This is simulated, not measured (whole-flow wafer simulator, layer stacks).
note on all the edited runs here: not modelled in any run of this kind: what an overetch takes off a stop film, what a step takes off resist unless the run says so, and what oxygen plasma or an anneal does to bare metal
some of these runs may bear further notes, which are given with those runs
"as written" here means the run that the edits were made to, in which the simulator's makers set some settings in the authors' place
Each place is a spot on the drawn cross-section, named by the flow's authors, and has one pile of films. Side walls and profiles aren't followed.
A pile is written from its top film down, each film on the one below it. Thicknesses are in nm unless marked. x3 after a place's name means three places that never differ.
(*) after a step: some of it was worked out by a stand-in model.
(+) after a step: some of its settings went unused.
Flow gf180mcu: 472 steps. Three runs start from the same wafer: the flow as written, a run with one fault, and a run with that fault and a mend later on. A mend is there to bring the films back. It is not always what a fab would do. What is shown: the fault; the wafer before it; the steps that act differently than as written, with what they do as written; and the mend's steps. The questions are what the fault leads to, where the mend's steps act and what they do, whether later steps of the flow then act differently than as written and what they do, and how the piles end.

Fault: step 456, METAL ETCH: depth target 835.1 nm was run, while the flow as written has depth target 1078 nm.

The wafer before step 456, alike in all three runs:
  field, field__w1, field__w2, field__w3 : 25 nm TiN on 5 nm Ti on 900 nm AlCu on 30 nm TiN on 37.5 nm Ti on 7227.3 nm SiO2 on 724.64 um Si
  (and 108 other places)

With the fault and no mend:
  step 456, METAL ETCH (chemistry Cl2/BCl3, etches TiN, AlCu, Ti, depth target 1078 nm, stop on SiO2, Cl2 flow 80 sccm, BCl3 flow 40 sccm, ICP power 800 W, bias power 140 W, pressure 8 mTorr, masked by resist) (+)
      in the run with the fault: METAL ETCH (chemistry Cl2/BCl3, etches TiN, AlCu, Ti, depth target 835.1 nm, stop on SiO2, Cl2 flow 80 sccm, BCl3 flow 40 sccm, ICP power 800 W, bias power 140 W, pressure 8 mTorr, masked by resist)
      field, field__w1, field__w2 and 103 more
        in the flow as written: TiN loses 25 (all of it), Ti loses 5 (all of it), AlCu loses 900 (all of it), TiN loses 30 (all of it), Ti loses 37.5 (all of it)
        in the run with the fault: TiN loses 25 (all of it), Ti loses 5 (all of it), AlCu loses 805.1
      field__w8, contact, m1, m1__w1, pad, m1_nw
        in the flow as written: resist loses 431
        in the run with the fault: resist loses 334
  Later steps of the flow acting differently than as written:
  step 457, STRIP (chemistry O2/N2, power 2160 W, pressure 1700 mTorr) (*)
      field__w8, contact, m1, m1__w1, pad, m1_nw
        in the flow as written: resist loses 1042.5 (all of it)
        in the run with the fault: resist loses 1139.4 (all of it)
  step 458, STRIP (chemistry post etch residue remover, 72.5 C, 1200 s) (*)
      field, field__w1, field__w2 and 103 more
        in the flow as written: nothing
        in the run with the fault: AlCu loses 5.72
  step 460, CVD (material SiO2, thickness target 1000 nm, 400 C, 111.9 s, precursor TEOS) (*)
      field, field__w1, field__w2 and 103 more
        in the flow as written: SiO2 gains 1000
        in the run with the fault: SiO2 gains 1000 (new film)
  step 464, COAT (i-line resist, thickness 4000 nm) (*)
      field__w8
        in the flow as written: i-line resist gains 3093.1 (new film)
        in the run with the fault: i-line resist gains 3231.8 (new film)
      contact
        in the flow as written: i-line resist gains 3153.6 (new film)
        in the run with the fault: i-line resist gains 3277.5 (new film)
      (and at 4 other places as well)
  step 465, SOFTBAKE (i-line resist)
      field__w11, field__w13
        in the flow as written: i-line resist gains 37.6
        in the run with the fault: i-line resist gains 29.4
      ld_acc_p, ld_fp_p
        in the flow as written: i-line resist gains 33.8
        in the run with the fault: i-line resist gains 26.4
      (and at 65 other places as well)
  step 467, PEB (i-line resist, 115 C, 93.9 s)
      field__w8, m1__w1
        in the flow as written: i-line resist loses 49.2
        in the run with the fault: i-line resist loses 52
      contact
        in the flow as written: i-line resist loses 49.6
        in the run with the fault: i-line resist loses 52.3
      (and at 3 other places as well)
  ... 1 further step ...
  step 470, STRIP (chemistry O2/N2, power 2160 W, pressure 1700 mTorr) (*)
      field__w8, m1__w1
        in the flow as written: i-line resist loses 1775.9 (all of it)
        in the run with the fault: i-line resist loses 1926.1 (all of it)
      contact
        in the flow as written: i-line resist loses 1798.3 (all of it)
        in the run with the fault: i-line resist loses 1943.1 (all of it)
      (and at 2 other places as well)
  By the end, the piles at field, field__w1, field__w2 and 103 more depart from the flow's by more than 2% or 0.5 nm, whichever is larger.
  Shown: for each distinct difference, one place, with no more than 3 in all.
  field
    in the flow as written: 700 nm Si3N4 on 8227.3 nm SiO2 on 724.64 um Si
    in the run with the fault: 700 nm Si3N4 on 1000 nm SiO2 on 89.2 nm AlCu on 30 nm TiN on 37.5 nm Ti on 7227.3 nm SiO2 on 724.64 um Si
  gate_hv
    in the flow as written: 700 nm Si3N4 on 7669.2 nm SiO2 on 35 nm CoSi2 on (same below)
    in the run with the fault: 700 nm Si3N4 on 1000 nm SiO2 on 89.2 nm AlCu on 30 nm TiN on 37.5 nm Ti on 6669.2 nm SiO2 on 35 nm CoSi2 on (same below)
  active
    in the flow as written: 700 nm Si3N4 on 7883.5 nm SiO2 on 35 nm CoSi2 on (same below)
    in the run with the fault: 700 nm Si3N4 on 1000 nm SiO2 on 89.2 nm AlCu on 30 nm TiN on 37.5 nm Ti on 6883.5 nm SiO2 on 35 nm CoSi2 on (same below)

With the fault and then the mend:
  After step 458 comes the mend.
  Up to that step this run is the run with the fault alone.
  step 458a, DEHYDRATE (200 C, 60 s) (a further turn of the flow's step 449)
      leaves every film unchanged at each place that is followed
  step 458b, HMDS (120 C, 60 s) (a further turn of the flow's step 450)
      leaves every film unchanged at each place that is followed
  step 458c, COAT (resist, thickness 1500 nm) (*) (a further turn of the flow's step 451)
      iso_ptap_pw, iso_ntap_nw, iso_nw_fld and 33 more
        resist gains 1500 (new film)
      p_well, sti, spacer, sd_n, mim_1p0, dice_street
        resist gains 1504 (new film)
      field_sub, field_sub__w1, field_sub__w2, field_sub__w5
        resist gains 1510.3 (new film)
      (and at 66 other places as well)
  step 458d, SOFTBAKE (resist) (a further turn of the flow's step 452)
      gate_p_hv, nw_enc_fld
        resist loses 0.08
      field
        resist loses 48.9
      field__w1
        resist gains 17
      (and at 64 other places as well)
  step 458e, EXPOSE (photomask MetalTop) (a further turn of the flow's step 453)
      leaves every film unchanged at each place that is followed
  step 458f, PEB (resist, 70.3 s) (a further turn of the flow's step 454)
      field__w2, field__w3, field__w5 and 41 more
        resist loses 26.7
      iso_ptap_pw, iso_ntap_nw, iso_nw_fld and 33 more
        resist loses 26.5
      p_well, sti, spacer, sd_n, mim_1p0, dice_street
        resist loses 26.6
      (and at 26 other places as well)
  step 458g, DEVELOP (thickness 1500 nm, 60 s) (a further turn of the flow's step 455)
      iso_ptap_pw, iso_ntap_nw, iso_nw_fld and 33 more
        resist loses 1473.5 (all of it)
      field__w5, field__w9, nplus_u, npoly_u, nw_enc_fld_lv__w1, nw_enc_fld_lv__w4
        resist loses 1484.3 (all of it)
      p_well, sti, spacer, sd_n, mim_1p0, dice_street
        resist loses 1477.4 (all of it)
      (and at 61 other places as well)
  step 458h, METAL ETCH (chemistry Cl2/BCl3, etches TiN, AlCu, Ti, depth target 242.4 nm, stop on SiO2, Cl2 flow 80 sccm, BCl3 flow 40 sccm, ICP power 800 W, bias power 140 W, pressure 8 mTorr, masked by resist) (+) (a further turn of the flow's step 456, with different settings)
      field, field__w1, field__w2 and 103 more
        AlCu loses 89.2 (all of it), TiN loses 30 (all of it), Ti loses 37.5 (all of it)
      field__w8, contact, m1, m1__w1, pad, m1_nw
        resist loses 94
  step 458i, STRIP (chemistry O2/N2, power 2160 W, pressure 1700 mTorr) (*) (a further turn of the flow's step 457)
      field__w8
        resist loses 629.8 (all of it)
      contact
        resist loses 627.3 (all of it)
      m1
        resist loses 627.6 (all of it)
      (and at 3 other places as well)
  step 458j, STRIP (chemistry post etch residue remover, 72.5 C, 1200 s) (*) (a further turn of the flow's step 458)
      field__w8, contact, m1, m1__w1, pad, m1_nw
        TiN loses 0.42
  None of the later steps of the flow differs from how it acts as written, at any place that is followed, by more than 2% or 0.5 nm, whichever is larger.
  When the end is reached, the piles differ only a little from the flow's at the places that both follow, at most by 2% or 0.5 nm, whichever is larger.
